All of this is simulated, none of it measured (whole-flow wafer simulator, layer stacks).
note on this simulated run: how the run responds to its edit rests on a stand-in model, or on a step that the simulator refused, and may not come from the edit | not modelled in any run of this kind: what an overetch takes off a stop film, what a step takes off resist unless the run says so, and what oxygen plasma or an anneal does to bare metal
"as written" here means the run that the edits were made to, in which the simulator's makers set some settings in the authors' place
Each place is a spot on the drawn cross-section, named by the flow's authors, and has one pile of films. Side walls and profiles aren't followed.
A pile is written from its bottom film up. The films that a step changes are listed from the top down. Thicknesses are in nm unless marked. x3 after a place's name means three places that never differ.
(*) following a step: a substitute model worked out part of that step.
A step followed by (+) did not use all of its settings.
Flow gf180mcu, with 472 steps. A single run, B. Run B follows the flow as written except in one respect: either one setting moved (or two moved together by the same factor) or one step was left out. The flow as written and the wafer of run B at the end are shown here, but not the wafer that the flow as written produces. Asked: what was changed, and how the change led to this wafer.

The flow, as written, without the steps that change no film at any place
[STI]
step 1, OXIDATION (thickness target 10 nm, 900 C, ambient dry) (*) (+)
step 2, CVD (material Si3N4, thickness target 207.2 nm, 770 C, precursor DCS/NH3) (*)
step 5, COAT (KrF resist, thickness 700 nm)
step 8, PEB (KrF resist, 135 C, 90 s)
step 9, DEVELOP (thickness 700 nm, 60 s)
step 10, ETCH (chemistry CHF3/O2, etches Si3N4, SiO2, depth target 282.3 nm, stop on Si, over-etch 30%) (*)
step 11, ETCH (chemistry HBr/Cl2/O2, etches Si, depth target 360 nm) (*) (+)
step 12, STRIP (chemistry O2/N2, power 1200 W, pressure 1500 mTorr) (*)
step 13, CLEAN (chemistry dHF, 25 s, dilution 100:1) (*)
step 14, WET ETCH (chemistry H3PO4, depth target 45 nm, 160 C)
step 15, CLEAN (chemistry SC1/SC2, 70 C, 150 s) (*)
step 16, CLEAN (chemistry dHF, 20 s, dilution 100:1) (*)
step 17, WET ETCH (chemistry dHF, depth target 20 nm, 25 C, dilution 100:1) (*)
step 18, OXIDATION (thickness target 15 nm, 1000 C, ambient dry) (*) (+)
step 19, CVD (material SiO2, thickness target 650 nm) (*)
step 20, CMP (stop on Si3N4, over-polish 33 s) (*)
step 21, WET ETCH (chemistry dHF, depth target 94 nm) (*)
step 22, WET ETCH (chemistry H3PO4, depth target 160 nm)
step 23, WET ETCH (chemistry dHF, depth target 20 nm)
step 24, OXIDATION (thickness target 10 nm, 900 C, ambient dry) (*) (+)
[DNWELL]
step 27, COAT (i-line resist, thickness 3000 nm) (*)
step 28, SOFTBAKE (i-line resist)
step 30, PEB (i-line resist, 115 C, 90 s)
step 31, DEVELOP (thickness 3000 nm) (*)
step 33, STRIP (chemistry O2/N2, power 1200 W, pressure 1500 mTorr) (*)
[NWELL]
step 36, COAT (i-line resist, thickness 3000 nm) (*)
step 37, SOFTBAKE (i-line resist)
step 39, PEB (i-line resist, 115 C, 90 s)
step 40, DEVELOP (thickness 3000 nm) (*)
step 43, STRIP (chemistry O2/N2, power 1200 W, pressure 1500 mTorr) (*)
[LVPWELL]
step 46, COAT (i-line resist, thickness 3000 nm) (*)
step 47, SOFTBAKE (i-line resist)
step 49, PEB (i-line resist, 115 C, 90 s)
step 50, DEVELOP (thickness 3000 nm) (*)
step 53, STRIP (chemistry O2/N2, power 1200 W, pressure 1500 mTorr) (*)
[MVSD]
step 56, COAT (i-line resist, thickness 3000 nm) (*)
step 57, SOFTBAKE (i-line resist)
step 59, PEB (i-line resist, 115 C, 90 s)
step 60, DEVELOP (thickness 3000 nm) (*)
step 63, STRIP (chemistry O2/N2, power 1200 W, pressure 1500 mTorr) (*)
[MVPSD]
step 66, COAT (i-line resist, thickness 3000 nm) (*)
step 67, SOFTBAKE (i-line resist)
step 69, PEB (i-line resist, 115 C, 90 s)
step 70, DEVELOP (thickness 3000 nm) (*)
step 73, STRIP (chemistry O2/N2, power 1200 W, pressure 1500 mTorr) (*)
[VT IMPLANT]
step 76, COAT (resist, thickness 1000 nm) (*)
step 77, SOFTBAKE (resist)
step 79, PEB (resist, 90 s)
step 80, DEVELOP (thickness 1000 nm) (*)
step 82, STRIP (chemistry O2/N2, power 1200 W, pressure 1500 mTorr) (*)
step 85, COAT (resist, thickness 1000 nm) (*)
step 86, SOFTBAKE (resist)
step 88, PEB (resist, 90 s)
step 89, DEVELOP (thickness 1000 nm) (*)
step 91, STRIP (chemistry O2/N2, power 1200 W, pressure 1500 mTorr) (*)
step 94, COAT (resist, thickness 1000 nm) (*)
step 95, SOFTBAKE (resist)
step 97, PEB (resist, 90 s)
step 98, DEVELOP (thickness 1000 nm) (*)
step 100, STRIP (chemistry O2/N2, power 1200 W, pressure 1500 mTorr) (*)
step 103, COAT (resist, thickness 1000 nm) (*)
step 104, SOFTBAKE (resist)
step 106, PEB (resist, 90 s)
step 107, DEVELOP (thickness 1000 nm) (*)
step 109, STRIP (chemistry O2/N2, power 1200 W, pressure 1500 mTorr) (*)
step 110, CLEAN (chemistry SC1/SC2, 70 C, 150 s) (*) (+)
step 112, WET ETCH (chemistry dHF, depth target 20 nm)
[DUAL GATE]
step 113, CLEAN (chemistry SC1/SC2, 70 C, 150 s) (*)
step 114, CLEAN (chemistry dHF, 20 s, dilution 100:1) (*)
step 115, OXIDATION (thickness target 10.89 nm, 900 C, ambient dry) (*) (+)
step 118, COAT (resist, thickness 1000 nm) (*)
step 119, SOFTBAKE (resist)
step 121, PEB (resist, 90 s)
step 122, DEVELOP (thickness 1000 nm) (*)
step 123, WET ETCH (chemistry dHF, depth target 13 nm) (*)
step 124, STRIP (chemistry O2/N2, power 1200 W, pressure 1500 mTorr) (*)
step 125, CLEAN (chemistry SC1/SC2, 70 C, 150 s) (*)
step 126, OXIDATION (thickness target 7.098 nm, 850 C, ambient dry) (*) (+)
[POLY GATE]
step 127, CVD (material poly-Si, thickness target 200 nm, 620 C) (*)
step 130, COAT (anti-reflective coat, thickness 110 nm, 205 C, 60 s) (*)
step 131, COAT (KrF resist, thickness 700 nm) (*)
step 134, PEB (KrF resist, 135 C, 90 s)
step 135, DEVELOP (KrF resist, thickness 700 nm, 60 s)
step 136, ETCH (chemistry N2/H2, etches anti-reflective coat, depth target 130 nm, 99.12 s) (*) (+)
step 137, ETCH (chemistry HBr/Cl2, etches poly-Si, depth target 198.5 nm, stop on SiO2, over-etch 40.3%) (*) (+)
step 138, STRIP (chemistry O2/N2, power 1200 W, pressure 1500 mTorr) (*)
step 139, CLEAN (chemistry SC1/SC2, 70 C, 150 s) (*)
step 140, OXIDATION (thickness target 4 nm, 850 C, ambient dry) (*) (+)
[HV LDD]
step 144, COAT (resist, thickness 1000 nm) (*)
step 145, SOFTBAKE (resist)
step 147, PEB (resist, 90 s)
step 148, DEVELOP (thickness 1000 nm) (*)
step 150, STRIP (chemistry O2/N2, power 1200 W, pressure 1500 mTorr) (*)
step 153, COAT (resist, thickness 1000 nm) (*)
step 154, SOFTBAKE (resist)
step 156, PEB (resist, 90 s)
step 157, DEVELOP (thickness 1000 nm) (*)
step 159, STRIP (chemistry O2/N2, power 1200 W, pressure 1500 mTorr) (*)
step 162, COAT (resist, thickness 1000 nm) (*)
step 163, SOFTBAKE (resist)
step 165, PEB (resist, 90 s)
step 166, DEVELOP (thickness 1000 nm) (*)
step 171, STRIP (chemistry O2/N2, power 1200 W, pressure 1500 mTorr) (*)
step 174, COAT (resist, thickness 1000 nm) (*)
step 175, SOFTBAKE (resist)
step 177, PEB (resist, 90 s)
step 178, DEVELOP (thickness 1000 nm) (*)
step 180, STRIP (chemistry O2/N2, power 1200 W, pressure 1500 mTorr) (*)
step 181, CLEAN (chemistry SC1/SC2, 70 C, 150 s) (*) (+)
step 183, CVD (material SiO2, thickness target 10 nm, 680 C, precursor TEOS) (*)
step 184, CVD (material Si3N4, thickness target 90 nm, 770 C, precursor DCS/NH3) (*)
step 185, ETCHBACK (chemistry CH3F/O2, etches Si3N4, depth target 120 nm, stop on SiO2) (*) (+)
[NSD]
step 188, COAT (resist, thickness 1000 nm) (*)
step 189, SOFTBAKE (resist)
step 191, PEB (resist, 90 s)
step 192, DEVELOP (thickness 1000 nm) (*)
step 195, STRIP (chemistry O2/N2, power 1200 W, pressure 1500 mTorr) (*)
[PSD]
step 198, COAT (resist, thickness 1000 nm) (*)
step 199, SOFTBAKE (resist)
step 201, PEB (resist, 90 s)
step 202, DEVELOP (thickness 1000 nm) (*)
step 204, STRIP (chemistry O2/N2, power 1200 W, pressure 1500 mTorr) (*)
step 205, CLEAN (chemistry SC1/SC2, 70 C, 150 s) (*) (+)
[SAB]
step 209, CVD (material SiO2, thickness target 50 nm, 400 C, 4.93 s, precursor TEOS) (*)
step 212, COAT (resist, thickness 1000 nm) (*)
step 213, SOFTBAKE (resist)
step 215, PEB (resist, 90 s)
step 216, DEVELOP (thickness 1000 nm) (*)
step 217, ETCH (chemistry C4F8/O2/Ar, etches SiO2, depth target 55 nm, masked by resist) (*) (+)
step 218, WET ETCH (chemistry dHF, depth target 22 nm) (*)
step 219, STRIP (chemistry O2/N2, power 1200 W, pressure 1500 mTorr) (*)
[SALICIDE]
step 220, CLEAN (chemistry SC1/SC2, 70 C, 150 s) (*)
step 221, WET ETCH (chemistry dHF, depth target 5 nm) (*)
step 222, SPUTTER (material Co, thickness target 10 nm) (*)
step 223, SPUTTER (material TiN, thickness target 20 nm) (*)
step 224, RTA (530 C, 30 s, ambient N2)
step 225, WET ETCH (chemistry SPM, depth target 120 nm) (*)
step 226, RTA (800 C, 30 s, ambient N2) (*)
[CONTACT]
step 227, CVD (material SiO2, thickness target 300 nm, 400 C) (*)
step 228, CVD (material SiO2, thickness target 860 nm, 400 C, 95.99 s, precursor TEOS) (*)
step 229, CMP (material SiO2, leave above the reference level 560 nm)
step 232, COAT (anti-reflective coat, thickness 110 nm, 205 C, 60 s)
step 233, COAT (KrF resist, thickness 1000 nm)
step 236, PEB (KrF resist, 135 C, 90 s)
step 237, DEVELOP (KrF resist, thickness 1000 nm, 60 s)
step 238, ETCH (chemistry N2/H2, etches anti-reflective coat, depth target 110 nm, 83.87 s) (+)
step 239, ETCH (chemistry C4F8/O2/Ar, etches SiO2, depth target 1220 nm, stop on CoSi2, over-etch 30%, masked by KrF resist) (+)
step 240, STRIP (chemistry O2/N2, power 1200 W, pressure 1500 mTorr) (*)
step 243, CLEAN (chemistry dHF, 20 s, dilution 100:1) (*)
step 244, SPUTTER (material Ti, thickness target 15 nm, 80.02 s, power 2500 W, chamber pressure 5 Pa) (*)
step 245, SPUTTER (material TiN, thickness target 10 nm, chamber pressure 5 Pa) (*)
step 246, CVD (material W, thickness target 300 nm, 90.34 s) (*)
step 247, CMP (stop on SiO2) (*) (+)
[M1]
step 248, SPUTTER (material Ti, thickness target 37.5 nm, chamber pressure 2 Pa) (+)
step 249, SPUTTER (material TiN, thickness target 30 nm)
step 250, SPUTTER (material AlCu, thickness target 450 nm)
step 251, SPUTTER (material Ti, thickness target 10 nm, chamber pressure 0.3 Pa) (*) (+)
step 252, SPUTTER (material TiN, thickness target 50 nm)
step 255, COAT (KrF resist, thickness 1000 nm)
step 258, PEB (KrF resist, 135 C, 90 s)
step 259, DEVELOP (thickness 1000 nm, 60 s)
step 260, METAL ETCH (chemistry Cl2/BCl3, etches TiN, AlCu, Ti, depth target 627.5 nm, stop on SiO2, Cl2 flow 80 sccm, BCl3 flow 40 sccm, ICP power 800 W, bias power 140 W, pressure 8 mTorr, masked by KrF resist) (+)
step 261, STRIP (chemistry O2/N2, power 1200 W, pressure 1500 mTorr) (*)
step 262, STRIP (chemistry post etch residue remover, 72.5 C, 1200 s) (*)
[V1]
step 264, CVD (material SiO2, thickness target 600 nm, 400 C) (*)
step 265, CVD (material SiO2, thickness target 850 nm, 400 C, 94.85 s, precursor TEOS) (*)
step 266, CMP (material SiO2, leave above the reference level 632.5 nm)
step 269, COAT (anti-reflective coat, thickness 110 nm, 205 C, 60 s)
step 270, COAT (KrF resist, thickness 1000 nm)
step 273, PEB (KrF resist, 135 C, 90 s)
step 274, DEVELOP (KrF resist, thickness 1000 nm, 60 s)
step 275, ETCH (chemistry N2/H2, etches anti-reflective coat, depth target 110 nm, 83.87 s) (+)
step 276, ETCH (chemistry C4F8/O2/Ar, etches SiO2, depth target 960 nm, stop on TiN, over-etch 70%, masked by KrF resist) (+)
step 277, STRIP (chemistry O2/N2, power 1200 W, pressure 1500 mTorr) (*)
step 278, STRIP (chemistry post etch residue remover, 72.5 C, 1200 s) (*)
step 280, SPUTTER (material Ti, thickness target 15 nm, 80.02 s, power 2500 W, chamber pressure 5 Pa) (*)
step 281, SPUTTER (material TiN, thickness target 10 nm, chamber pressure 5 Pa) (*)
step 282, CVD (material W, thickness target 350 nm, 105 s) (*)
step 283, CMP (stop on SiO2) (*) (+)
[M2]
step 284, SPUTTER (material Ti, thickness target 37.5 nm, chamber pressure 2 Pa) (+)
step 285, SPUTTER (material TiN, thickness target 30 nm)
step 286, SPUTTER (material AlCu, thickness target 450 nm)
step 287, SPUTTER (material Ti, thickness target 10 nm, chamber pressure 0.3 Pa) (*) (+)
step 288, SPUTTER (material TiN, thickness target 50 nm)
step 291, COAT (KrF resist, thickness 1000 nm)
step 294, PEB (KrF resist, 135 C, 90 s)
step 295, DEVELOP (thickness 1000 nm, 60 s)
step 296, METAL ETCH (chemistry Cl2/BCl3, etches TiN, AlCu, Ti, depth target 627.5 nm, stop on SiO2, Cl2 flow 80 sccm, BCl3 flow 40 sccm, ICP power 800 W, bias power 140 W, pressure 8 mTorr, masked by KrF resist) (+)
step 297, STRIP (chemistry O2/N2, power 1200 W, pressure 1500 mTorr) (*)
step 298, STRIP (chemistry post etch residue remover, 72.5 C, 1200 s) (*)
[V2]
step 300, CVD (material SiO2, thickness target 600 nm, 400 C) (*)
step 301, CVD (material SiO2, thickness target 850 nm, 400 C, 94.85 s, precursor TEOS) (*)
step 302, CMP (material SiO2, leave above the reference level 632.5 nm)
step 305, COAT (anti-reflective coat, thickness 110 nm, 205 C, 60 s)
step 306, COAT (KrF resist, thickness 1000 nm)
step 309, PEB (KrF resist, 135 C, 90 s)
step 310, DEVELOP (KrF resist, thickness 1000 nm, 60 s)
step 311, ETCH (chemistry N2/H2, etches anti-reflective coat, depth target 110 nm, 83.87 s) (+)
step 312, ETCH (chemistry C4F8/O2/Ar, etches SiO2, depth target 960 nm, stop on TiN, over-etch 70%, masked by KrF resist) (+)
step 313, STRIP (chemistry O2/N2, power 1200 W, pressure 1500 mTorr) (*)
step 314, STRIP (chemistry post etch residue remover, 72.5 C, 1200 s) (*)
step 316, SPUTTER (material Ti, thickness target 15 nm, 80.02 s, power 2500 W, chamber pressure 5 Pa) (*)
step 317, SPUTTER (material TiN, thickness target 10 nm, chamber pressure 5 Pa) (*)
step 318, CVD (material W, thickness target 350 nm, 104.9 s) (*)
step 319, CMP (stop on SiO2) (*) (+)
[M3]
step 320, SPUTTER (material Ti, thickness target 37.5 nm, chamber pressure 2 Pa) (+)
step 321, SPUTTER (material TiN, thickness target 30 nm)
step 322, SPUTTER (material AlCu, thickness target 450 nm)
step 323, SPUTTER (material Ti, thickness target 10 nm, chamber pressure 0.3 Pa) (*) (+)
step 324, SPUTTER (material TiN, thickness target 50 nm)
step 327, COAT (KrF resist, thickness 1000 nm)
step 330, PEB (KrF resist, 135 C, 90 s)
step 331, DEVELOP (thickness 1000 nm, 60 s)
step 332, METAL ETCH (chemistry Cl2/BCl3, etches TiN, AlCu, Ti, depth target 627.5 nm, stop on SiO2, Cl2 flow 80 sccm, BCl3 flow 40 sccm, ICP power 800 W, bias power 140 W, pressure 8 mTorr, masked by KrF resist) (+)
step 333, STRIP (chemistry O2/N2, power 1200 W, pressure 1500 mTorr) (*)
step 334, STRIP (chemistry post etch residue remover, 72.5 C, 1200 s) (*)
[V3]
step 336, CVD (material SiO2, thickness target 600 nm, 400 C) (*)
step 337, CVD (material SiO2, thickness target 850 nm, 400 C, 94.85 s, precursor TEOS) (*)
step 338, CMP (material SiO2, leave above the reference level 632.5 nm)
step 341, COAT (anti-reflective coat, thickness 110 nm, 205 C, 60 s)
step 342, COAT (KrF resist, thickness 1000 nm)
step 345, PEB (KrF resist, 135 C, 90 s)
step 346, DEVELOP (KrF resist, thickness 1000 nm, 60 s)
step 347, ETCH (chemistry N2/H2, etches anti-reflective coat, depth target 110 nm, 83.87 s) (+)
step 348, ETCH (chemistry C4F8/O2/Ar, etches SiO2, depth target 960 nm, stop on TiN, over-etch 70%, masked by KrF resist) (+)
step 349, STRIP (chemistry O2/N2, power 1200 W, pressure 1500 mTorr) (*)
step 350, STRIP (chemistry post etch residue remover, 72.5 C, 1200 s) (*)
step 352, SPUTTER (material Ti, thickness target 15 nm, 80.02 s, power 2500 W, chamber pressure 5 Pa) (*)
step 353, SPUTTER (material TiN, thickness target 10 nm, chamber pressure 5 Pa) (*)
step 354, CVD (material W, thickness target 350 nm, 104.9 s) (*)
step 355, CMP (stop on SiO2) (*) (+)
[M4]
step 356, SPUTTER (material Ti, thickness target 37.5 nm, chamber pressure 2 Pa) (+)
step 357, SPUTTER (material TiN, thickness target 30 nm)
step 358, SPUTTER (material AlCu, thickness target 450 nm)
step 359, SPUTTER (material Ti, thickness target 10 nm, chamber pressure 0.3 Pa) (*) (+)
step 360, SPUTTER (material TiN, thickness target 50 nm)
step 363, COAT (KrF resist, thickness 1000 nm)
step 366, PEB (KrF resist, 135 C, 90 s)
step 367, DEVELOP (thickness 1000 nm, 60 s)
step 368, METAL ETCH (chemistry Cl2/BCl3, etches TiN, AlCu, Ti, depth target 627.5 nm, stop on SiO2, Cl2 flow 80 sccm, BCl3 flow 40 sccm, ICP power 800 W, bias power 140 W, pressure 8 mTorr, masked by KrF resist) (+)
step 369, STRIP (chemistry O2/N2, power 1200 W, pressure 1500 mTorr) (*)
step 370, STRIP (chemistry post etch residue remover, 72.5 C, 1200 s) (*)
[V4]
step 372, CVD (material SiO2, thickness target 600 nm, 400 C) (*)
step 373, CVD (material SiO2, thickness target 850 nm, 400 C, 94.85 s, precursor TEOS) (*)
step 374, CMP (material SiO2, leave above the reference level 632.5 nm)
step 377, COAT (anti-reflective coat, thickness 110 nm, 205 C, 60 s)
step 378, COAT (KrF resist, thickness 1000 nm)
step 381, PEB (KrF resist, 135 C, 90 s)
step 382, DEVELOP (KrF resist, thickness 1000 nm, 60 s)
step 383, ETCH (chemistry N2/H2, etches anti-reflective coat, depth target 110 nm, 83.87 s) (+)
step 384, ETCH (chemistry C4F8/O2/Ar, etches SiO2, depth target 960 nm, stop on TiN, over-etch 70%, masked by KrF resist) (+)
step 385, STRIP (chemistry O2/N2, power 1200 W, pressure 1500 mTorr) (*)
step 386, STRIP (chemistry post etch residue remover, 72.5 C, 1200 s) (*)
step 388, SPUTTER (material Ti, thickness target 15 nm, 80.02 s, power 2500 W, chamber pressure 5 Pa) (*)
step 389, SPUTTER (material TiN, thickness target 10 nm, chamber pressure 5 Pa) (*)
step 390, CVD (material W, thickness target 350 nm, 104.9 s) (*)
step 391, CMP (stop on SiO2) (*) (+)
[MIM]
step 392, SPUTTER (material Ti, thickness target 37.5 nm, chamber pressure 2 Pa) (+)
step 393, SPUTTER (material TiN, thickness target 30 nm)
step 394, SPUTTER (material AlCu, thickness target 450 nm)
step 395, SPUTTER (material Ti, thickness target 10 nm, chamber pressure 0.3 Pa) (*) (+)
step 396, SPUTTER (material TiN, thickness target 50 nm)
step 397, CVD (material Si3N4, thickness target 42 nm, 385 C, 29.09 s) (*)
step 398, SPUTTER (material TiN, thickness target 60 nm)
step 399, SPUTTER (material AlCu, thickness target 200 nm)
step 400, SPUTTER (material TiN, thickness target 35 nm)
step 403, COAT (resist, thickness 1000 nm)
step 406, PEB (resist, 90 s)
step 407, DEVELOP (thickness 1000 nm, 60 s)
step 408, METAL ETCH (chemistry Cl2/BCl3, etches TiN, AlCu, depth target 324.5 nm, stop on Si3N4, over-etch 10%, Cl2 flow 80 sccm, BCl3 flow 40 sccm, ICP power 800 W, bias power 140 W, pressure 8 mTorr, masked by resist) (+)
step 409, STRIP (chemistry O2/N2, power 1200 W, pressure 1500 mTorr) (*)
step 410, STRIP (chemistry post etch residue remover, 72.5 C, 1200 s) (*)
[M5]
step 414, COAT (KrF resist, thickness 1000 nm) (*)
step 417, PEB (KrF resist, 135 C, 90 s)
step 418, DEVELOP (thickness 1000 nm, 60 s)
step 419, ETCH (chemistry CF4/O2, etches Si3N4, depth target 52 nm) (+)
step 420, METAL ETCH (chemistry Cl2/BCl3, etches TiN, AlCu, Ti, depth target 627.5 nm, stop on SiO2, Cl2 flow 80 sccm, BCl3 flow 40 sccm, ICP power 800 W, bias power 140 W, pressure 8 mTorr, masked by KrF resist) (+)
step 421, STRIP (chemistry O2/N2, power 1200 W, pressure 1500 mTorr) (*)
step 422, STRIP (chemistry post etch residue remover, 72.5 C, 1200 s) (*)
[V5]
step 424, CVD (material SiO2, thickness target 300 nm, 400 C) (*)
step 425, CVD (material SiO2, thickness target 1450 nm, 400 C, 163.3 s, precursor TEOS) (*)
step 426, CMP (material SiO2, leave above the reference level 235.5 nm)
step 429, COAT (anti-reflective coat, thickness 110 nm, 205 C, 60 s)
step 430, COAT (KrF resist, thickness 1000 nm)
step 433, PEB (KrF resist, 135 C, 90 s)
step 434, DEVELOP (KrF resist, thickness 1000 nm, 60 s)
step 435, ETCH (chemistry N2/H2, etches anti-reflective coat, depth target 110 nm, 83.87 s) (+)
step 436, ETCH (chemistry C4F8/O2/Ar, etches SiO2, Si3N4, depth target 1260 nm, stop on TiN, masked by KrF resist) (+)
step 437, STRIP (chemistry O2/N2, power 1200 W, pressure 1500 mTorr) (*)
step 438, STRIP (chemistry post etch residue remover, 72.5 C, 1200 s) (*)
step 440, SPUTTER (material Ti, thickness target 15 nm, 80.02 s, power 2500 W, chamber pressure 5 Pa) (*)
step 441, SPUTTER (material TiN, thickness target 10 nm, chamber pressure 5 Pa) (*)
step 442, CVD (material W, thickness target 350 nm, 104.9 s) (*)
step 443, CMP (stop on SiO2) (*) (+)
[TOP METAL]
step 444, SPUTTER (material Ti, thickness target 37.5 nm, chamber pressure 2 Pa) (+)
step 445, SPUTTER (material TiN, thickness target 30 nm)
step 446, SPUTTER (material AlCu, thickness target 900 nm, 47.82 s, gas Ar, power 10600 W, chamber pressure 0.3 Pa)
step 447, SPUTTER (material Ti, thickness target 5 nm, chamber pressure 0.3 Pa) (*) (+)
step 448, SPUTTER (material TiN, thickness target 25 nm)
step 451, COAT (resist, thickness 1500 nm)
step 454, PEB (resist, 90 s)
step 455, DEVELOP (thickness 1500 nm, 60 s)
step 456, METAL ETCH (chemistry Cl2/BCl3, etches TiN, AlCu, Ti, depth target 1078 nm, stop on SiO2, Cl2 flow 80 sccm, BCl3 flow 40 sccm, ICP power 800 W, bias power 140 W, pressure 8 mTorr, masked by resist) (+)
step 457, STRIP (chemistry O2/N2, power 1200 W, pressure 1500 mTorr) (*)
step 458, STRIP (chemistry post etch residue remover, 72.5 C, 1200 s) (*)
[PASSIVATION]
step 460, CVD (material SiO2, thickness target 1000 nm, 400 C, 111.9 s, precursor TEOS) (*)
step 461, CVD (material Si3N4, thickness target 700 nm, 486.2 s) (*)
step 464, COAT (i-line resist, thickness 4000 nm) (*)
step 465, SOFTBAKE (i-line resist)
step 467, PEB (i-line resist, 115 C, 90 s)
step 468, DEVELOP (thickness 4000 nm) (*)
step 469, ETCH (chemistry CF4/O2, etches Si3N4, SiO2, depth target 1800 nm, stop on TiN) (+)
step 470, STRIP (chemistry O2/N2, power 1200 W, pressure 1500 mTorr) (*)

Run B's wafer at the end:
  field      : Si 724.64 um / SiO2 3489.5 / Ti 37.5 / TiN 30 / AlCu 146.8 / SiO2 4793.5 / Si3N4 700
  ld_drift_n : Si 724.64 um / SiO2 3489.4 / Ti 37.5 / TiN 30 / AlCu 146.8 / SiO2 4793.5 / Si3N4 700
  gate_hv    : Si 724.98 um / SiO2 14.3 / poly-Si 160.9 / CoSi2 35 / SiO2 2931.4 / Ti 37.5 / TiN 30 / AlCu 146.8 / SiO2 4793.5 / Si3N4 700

What caused this: step 322, SPUTTER: thickness target 720 nm was run, while the flow as written has thickness target 450 nm.

The path from the change to this, step by step:
  step 322, SPUTTER (material AlCu, thickness target 450 nm)
      field, field__w1, field__w2 and 108 more: AlCu gains 720 (new film) (it would be, as written: AlCu gains 450 (new film))
  step 332, METAL ETCH (chemistry Cl2/BCl3, etches TiN, AlCu, Ti, depth target 627.5 nm, stop on SiO2, Cl2 flow 80 sccm, BCl3 flow 40 sccm, ICP power 800 W, bias power 140 W, pressure 8 mTorr, masked by KrF resist) (+)
      field, field__w1, field__w2 and 103 more: TiN loses 50 (all of it), Ti loses 10 (all of it), AlCu loses 567.5 (it would be, as written: TiN loses 50 (all of it), Ti loses 10 (all of it), AlCu loses 450 (all of it), TiN loses 30 (all of it), Ti loses 37.5 (all of it))
  step 334, STRIP (chemistry post etch residue remover, 72.5 C, 1200 s) (*)
      field, field__w1, field__w2 and 103 more: AlCu loses 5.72 (it would be, as written: nothing)
  step 336, CVD (material SiO2, thickness target 600 nm, 400 C) (*)
      field, field__w1, field__w2 and 103 more: SiO2 gains 600 (new film) (it would be, as written: SiO2 gains 600)
  step 338, CMP (material SiO2, leave above the reference level 632.5 nm)
      field, field__w1, field__w2 and 103 more: SiO2 loses 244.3 (it would be, as written: SiO2 loses 300)
With metal films that touch counted as one body, field has 1 body; the flow as written gives 0 bodies.
With metal films that touch counted as one body, ld_drift_n has 1 body; the flow as written gives 0 bodies.
With metal films that touch counted as one body, gate_hv has 2 bodies (between them, from the top down: SiO2 2931.4); the flow as written gives 1 body.
